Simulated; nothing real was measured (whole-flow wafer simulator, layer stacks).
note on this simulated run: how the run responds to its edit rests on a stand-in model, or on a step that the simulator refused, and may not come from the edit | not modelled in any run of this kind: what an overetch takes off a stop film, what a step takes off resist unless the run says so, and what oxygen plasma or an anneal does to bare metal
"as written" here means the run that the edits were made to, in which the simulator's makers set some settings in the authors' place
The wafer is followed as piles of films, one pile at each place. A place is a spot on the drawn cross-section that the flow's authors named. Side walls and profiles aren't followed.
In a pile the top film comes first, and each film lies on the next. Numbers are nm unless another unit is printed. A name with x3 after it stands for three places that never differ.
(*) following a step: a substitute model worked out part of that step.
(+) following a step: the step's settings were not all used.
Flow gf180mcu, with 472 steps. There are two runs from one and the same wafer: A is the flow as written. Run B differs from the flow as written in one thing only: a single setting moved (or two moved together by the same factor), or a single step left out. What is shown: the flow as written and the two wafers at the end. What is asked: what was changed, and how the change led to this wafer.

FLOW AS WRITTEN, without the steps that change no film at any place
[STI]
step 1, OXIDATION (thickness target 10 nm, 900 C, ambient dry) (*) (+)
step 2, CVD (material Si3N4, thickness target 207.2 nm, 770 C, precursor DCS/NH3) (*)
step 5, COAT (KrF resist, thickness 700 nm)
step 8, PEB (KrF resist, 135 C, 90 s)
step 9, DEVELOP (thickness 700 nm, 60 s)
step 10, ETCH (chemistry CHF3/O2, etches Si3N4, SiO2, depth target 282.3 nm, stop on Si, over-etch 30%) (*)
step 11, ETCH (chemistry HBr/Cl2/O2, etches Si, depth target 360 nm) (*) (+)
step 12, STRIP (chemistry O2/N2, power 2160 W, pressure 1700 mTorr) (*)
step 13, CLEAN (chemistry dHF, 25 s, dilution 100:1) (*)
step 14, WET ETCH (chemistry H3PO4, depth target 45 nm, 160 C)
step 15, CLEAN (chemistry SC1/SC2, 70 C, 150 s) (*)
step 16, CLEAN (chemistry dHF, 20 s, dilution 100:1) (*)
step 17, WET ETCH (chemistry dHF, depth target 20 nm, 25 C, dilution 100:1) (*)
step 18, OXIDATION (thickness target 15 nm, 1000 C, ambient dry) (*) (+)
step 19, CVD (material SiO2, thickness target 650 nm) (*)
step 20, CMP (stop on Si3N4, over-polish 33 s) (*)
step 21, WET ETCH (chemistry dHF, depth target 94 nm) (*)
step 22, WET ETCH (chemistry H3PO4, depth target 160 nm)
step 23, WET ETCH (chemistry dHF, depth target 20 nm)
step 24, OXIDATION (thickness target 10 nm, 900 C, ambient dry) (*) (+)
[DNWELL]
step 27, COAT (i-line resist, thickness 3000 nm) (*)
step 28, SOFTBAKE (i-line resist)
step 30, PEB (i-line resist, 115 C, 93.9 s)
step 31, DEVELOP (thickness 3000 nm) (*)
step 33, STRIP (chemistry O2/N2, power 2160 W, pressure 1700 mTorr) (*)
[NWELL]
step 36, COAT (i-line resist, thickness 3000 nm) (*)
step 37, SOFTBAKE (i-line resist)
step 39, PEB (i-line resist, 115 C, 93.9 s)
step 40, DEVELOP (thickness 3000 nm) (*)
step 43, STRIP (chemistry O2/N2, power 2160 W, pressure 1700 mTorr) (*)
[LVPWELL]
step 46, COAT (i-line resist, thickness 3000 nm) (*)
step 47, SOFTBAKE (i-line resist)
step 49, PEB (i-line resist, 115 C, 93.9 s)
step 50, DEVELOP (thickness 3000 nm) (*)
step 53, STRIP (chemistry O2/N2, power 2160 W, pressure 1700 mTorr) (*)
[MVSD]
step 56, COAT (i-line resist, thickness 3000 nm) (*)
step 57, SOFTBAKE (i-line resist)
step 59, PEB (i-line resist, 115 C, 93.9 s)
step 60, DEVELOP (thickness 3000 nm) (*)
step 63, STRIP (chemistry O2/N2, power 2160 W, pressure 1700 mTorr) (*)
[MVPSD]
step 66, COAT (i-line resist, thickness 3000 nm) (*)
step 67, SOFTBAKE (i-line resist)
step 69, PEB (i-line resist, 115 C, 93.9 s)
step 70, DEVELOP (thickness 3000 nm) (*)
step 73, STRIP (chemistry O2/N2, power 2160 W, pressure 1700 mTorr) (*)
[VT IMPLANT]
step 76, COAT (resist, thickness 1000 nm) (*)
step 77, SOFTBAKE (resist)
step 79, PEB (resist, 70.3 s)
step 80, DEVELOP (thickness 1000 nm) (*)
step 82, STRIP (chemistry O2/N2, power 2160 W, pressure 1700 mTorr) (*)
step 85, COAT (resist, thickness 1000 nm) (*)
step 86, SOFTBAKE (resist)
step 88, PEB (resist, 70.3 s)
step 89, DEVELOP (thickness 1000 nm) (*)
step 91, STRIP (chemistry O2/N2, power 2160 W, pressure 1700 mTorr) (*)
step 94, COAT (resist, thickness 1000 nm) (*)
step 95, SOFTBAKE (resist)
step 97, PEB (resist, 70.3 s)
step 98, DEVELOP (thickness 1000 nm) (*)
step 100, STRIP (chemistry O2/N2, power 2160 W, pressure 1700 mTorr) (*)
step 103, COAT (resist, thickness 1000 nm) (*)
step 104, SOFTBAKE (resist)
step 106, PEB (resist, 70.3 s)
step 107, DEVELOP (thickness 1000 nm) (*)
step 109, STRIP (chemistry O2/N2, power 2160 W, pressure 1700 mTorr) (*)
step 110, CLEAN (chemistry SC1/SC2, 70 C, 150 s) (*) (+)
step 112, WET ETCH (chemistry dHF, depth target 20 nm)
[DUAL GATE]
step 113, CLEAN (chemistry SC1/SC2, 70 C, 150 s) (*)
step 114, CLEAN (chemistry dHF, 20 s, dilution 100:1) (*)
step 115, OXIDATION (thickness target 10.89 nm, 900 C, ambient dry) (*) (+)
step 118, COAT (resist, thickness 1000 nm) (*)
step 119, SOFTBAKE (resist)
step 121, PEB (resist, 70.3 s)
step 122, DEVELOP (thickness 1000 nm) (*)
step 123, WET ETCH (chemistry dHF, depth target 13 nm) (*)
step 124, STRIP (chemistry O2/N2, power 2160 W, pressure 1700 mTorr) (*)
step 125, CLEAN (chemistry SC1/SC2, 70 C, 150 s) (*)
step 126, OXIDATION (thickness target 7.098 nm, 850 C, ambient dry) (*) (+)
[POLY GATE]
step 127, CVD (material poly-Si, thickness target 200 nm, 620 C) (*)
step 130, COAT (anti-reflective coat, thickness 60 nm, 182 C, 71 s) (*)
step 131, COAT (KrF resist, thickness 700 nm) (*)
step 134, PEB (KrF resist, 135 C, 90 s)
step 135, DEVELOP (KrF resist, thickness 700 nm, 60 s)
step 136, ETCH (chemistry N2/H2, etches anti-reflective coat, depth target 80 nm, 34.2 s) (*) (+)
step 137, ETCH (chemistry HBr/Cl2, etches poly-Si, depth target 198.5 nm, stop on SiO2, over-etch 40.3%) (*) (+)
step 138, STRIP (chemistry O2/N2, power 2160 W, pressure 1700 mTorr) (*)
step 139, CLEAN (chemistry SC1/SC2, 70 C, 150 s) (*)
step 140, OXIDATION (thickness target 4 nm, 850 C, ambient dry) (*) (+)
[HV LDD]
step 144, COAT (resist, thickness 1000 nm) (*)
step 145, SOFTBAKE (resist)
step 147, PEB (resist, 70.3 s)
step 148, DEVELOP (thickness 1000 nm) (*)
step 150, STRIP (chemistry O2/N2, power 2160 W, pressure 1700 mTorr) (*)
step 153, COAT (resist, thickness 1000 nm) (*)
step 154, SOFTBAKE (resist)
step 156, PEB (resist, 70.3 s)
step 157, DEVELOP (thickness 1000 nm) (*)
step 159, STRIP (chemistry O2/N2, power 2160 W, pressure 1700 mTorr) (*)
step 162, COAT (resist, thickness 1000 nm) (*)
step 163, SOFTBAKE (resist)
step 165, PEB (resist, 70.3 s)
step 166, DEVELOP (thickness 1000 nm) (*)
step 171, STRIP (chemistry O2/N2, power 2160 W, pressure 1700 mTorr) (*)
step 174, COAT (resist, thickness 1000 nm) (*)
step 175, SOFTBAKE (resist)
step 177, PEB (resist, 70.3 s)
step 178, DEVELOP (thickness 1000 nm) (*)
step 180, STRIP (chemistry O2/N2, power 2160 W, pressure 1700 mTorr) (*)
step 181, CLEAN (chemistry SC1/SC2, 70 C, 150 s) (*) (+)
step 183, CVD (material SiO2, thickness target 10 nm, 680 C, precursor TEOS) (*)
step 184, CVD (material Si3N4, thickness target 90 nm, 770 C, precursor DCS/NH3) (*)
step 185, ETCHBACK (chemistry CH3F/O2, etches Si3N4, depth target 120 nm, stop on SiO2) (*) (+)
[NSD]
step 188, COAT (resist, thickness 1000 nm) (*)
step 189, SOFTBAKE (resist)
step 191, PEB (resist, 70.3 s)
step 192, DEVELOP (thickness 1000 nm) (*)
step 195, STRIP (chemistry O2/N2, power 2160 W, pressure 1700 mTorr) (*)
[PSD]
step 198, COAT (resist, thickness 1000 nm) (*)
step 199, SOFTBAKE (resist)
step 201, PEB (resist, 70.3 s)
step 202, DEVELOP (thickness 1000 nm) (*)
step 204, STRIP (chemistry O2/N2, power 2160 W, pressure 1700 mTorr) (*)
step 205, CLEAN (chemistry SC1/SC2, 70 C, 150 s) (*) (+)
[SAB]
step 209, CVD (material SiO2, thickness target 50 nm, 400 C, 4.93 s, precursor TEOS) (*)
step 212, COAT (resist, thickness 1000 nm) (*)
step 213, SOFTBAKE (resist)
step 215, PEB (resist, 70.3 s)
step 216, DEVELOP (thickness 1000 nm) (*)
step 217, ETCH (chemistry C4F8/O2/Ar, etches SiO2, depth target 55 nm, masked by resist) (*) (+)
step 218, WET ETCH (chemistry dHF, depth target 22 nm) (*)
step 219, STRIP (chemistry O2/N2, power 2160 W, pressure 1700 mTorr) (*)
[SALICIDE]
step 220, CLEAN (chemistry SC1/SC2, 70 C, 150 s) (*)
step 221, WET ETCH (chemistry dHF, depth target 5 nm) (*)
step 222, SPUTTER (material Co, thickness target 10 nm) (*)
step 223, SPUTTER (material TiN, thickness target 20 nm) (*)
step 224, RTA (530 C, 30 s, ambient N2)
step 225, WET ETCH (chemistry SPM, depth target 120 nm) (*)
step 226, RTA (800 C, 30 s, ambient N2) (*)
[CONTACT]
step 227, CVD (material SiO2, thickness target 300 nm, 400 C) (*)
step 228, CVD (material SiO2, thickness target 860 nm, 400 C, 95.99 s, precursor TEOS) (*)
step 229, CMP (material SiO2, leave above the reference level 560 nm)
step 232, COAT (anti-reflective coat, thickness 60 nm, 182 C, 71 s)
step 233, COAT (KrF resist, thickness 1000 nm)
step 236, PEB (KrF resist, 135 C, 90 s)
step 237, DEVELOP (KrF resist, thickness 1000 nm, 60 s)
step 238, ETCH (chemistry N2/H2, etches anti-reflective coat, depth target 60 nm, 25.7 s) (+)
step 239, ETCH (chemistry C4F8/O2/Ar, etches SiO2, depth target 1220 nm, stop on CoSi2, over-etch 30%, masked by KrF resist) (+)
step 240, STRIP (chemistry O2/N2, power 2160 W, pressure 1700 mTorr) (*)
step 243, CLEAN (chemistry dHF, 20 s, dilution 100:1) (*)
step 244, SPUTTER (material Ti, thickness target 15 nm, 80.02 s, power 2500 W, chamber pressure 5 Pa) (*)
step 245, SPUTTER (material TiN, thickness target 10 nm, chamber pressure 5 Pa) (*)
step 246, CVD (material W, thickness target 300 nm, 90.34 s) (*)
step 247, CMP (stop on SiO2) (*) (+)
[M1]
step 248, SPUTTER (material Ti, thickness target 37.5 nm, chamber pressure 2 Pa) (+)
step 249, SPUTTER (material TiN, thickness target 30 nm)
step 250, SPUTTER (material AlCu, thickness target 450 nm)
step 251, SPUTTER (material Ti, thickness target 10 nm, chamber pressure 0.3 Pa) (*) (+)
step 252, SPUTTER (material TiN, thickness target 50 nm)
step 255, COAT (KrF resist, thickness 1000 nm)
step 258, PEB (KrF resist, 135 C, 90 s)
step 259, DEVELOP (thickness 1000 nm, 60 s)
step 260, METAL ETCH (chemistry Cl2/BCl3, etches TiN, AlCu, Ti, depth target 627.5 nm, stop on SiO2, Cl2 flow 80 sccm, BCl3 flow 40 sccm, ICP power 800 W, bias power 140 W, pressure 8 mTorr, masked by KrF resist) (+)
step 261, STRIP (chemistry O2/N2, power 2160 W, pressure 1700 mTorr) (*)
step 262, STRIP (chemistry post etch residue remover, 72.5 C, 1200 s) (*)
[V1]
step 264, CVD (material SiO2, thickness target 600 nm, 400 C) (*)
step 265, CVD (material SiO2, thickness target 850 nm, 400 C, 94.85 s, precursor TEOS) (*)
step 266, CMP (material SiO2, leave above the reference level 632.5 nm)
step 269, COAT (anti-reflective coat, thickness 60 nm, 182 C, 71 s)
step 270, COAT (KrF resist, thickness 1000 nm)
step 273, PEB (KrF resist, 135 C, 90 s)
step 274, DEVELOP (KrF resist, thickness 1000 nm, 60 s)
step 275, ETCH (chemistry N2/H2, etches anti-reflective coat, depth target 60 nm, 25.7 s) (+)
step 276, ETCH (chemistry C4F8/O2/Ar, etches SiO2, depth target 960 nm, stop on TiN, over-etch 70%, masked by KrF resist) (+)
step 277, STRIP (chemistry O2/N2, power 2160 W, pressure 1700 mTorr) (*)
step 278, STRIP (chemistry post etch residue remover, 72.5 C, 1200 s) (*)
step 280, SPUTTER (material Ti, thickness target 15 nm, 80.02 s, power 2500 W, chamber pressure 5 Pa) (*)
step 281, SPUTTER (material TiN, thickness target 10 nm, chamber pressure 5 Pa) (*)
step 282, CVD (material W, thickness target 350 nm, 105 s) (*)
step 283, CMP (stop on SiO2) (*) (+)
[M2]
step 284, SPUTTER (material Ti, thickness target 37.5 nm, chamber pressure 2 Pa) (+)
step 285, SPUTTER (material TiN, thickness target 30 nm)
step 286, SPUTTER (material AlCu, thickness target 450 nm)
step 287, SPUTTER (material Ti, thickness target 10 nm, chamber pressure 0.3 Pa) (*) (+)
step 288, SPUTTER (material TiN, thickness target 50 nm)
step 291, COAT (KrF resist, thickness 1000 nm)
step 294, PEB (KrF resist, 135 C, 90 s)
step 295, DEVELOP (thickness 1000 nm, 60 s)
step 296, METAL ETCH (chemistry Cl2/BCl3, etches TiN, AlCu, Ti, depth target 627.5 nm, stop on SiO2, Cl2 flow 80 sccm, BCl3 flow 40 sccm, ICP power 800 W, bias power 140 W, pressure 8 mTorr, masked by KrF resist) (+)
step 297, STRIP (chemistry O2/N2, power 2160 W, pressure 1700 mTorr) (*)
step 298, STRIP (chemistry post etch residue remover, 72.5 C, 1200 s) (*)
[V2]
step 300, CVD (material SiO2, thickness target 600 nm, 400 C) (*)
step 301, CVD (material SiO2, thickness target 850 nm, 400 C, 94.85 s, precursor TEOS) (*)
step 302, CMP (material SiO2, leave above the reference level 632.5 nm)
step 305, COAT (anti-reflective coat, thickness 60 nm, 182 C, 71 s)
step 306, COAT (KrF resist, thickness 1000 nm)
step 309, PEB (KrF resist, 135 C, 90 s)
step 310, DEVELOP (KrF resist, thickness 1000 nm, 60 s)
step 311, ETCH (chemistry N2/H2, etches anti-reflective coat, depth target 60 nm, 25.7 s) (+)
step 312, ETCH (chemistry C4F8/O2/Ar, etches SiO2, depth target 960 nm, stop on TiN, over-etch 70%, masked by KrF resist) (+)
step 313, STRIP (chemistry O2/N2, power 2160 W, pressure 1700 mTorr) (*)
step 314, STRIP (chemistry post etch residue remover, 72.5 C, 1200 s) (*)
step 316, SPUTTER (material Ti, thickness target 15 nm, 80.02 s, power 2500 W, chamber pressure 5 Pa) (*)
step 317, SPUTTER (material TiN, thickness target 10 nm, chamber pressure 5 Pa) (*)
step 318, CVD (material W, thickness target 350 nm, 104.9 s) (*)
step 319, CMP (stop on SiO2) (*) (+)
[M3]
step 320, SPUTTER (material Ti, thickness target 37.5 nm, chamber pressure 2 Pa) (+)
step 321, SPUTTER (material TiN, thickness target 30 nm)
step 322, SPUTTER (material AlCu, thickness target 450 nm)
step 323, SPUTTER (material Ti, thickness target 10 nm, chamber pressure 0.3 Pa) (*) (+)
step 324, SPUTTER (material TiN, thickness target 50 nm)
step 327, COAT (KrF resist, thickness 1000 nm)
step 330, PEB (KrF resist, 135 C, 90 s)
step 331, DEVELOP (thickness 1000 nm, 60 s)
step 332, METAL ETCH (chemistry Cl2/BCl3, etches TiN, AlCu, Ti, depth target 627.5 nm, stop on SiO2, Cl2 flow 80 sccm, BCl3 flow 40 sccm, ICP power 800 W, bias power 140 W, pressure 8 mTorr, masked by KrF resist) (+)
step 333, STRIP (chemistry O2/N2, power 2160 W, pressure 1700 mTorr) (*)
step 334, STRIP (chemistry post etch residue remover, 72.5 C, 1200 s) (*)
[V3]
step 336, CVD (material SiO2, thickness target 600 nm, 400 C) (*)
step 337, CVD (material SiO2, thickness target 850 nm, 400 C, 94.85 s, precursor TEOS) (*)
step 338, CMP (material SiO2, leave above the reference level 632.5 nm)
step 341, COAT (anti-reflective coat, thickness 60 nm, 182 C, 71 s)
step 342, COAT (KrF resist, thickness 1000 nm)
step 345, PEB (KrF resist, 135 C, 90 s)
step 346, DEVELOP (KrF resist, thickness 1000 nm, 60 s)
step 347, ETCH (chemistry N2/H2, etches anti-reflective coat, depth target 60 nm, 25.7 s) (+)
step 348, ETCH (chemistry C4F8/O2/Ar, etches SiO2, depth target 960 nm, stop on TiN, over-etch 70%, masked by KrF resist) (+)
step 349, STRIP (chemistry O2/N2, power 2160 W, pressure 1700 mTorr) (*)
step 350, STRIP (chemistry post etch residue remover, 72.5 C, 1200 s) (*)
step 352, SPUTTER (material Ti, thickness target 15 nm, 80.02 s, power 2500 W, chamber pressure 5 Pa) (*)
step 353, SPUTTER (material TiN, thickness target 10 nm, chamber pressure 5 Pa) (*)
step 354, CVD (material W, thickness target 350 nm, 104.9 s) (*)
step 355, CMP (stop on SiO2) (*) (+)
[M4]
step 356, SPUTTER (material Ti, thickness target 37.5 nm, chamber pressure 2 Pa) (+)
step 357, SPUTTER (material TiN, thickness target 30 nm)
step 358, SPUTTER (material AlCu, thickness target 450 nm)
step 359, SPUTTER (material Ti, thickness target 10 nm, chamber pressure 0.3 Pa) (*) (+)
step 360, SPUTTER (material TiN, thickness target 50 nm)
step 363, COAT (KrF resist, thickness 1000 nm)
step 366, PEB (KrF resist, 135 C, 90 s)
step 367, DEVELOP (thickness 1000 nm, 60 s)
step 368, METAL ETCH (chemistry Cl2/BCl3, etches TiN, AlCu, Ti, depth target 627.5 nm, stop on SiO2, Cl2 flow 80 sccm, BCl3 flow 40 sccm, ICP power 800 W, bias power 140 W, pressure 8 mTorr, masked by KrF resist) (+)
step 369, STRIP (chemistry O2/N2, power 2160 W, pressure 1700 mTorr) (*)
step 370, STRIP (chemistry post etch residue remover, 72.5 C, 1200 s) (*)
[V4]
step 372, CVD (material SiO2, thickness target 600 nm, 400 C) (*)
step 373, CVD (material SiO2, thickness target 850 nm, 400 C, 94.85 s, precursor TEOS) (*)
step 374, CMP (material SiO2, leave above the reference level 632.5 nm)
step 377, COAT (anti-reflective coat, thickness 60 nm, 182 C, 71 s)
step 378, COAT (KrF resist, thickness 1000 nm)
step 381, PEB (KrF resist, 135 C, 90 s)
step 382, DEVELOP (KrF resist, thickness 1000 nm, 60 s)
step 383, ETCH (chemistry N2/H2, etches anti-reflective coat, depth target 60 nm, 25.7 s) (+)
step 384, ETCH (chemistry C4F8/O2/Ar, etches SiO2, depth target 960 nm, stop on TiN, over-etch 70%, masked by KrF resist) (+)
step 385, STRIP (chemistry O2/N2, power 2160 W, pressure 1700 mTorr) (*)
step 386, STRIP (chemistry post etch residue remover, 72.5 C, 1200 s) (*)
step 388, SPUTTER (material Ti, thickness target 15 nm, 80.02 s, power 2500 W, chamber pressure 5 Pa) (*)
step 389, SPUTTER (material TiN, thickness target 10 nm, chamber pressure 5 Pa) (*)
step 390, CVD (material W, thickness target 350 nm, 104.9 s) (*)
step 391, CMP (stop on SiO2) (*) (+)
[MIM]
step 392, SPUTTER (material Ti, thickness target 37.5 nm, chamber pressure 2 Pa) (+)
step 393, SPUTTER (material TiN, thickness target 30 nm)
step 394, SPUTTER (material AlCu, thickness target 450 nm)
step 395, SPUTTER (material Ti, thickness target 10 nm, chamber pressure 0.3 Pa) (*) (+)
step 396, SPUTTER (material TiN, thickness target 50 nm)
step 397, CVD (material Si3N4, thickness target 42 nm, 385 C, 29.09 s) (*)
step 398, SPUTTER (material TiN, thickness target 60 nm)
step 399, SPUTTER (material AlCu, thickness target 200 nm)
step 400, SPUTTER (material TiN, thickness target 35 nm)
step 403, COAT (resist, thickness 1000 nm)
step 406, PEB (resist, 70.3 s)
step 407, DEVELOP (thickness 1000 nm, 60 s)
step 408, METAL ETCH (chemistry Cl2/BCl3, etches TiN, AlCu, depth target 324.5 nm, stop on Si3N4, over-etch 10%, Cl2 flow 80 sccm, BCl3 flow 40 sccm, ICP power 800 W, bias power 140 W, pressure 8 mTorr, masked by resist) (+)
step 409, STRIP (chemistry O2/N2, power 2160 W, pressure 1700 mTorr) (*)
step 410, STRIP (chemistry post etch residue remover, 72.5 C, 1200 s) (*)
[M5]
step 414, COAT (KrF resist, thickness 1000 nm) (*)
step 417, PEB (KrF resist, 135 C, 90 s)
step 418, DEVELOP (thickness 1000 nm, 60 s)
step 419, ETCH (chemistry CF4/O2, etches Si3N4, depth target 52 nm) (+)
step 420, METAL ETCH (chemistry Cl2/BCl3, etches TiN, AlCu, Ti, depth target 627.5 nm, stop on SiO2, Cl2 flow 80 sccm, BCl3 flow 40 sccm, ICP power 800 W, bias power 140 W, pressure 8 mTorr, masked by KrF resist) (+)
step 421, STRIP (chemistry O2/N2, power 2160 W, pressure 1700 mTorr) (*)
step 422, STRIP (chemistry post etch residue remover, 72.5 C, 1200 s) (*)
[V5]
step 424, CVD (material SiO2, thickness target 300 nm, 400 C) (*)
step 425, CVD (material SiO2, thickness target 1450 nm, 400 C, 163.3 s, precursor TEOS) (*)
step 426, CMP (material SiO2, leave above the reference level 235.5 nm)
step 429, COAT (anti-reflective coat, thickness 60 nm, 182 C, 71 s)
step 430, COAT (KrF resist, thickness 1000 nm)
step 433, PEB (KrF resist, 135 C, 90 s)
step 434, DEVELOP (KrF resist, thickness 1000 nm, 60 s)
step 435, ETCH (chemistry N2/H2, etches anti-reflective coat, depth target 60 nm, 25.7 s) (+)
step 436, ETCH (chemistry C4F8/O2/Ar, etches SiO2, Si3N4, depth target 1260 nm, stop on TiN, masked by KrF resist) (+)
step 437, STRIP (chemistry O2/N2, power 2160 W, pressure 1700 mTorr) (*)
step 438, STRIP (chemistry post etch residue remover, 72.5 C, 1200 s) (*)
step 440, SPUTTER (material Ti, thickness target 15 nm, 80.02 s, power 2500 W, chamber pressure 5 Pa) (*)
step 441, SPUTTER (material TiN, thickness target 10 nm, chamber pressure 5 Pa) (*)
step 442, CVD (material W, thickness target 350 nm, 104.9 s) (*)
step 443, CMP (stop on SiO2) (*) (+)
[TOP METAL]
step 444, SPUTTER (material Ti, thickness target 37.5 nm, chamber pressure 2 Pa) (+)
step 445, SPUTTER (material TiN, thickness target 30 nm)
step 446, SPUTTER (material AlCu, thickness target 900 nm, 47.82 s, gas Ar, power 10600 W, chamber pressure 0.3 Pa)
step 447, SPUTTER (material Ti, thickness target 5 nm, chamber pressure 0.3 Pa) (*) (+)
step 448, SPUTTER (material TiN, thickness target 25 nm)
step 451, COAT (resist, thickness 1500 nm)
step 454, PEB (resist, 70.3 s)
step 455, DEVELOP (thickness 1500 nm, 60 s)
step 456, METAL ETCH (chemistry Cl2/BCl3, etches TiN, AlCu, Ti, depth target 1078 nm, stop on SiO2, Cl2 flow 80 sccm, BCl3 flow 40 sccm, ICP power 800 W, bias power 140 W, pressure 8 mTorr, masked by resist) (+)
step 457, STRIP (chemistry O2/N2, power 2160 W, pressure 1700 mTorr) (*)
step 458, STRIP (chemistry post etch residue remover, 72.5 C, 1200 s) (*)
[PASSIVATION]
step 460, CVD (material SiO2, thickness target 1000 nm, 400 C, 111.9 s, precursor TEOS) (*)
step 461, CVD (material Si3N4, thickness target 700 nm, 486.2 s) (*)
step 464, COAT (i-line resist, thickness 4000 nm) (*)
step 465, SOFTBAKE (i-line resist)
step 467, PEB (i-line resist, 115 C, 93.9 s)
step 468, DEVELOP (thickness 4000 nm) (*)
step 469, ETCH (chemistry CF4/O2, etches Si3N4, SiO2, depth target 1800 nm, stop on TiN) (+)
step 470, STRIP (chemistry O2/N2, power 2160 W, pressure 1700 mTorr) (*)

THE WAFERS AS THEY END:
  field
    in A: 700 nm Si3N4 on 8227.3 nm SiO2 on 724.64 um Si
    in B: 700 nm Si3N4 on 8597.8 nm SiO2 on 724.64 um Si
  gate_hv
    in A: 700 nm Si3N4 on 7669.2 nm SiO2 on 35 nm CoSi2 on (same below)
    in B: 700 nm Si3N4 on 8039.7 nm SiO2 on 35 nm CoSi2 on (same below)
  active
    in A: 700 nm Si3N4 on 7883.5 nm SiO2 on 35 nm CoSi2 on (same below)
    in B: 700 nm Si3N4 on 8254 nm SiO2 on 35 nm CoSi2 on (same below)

Cause: step 302, CMP: leave above the reference level 1006 nm was run, while the flow as written has leave above the reference level 632.5 nm.

The path from the change to this, step by step:
  step 302, CMP (material SiO2, leave above the reference level 632.5 nm)
      field, field__w1, field__w2 and 103 more: A -300 SiO2 | B nothing
      field__w8, contact, m1, m1__w1, m1_nw: A -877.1 SiO2 | B -503.9 SiO2
  step 305, COAT (anti-reflective coat, thickness 60 nm, 182 C, 71 s)
      field: A +60 anti-reflective coat (new film) | B +89.3 anti-reflective coat (new film)
      field__w8: A +60 anti-reflective coat (new film) | B +22.9 anti-reflective coat (new film)
      (as well as at 16 more places)
  step 306, COAT (KrF resist, thickness 1000 nm)
      contact: A +1000 KrF resist (new film) | B +972.2 KrF resist (new film)
      m1: A +1000 KrF resist (new film) | B +967.8 KrF resist (new film)
      (as well as at 4 more places)
  step 310, DEVELOP (KrF resist, thickness 1000 nm, 60 s)
      contact: A -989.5 KrF resist (all of it) | B -961.9 KrF resist (all of it)
  step 311, ETCH (chemistry N2/H2, etches anti-reflective coat, depth target 60 nm, 25.7 s) (+)
      contact: A -60 anti-reflective coat (all of it), -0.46 SiO2 | B -28 anti-reflective coat (all of it), -1.28 SiO2
  step 312, ETCH (chemistry C4F8/O2/Ar, etches SiO2, depth target 960 nm, stop on TiN, over-etch 70%, masked by KrF resist) (+)
      contact: A -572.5 SiO2 (all of it) | B -944.8 SiO2 (all of it)
  step 313, STRIP (chemistry O2/N2, power 2160 W, pressure 1700 mTorr) (*)
      field: A -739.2 KrF resist (all of it), -60 anti-reflective coat (all of it) | B -726.2 KrF resist (all of it), -89.3 anti-reflective coat (all of it)
      field__w8: A -739.2 KrF resist (all of it), -60 anti-reflective coat (all of it) | B -730.4 KrF resist (all of it), -22.9 anti-reflective coat (all of it)
      (as well as at 16 more places)
  step 316, SPUTTER (material Ti, thickness target 15 nm, 80.02 s, power 2500 W, chamber pressure 5 Pa) (*)
      contact: A +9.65 Ti (new film) | B +8.11 Ti (new film)
  step 317, SPUTTER (material TiN, thickness target 10 nm, chamber pressure 5 Pa) (*)
      contact: A +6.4 TiN (new film) | B +5.38 TiN (new film)
  step 318, CVD (material W, thickness target 350 nm, 104.9 s) (*)
      contact: A +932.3 W (new film) | B +1234.8 W (new film)
  step 319, CMP (stop on SiO2) (*) (+)
      field__w8, m1, m1__w1, m1_nw: A -350 W (all of it), -10 TiN (all of it), -15 Ti (all of it), -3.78 SiO2 | B -350 W (all of it), -10 TiN (all of it), -15 Ti (all of it), -6.48 SiO2
  step 327, COAT (KrF resist, thickness 1000 nm)
      field__w8: A +1000 KrF resist (new film) | B +943.4 KrF resist (new film)
      m1: A +1000 KrF resist (new film) | B +941.9 KrF resist (new film)
      (as well as at 2 more places)
  step 330, PEB (KrF resist, 135 C, 90 s)
      field__w8: A -10.5 KrF resist | B -9.65 KrF resist
      m1: A -10.5 KrF resist | B -9.63 KrF resist
      (as well as at 1 more place)
  step 333, STRIP (chemistry O2/N2, power 2160 W, pressure 1700 mTorr) (*)
      field__w8: A -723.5 KrF resist (all of it) | B -667.8 KrF resist (all of it)
      m1: A -723.5 KrF resist (all of it) | B -666.3 KrF resist (all of it)
      (as well as at 2 more places)
  step 338, CMP (material SiO2, leave above the reference level 632.5 nm)
      field, field__w1, field__w2 and 103 more: A -300 SiO2 | B -229.5 SiO2
      contact: A -877.1 SiO2 | B -806.5 SiO2
  step 348, ETCH (chemistry C4F8/O2/Ar, etches SiO2, depth target 960 nm, stop on TiN, over-etch 70%, masked by KrF resist) (+)
      contact: A -572.5 SiO2 (all of it) | B -643 SiO2 (all of it)
  step 354, CVD (material W, thickness target 350 nm, 104.9 s) (*)
      contact: A +932.3 W (new film) | B +1003.3 W (new film)
